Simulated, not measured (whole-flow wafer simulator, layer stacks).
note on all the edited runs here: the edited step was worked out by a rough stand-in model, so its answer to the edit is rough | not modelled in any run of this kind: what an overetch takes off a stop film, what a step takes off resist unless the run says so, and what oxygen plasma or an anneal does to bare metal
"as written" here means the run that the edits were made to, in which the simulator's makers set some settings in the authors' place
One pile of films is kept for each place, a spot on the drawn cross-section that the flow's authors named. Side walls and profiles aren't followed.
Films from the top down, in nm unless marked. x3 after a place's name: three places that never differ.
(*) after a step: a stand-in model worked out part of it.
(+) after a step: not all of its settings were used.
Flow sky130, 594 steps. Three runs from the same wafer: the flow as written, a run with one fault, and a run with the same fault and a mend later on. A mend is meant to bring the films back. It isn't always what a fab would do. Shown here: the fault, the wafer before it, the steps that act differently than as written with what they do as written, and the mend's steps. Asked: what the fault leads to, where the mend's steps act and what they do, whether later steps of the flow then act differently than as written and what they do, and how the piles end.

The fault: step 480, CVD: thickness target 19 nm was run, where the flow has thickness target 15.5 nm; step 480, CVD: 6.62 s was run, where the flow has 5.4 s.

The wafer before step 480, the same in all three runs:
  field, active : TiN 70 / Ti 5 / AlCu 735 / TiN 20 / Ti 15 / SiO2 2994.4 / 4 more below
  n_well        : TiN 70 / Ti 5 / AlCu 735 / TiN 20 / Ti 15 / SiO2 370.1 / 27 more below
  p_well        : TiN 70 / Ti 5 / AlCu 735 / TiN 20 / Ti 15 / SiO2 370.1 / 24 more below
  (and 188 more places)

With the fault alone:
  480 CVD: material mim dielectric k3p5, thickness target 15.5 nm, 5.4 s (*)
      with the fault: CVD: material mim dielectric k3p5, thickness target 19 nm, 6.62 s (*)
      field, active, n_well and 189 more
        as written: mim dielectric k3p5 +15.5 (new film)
        with the fault: mim dielectric k3p5 +19 (new film)
  Later steps of the flow that act differently than as written (2 more steps differ only slightly, by at most 2% or 0.5 nm, whichever is larger, and aren't shown):
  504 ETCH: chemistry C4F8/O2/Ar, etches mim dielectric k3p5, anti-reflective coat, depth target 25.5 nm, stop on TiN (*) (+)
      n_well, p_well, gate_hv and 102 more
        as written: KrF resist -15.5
        with the fault: KrF resist -17
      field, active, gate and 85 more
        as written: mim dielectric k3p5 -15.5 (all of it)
        with the fault: mim dielectric k3p5 -19 (all of it)
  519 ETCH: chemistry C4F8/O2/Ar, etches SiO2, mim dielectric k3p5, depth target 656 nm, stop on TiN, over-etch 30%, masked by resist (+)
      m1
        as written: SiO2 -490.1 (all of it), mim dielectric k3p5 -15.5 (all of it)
        with the fault: SiO2 -486.6 (all of it), mim dielectric k3p5 -19 (all of it)
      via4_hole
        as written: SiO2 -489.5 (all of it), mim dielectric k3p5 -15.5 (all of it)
        with the fault: SiO2 -486 (all of it), mim dielectric k3p5 -19 (all of it)
  At the end the piles differ from the flow's by more than 2% or 0.5 nm, whichever is larger, at n_well, p_well, gate_hv and 100 more.
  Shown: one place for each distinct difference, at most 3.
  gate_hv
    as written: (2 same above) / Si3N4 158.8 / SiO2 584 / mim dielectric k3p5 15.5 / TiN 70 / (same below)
    with the fault: (2 same above) / Si3N4 158.8 / SiO2 580.5 / mim dielectric k3p5 19 / TiN 70 / (same below)
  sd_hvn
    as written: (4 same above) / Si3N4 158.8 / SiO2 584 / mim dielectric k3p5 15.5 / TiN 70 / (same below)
    with the fault: (4 same above) / Si3N4 158.8 / SiO2 580.5 / mim dielectric k3p5 19 / TiN 70 / (same below)
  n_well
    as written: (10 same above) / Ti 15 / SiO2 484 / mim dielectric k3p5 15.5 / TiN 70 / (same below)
    with the fault: (10 same above) / Ti 15 / SiO2 480.5 / mim dielectric k3p5 19 / TiN 70 / (same below)

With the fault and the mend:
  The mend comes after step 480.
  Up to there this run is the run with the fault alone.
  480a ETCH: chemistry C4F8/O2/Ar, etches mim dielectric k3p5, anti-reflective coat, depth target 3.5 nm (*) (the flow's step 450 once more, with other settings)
      field, active, n_well and 189 more
        mim dielectric k3p5 -3.5
  No later step of the flow acts differently than as written at any place that is followed.
  At the end the piles are the same as the flow's at every place that both follow.
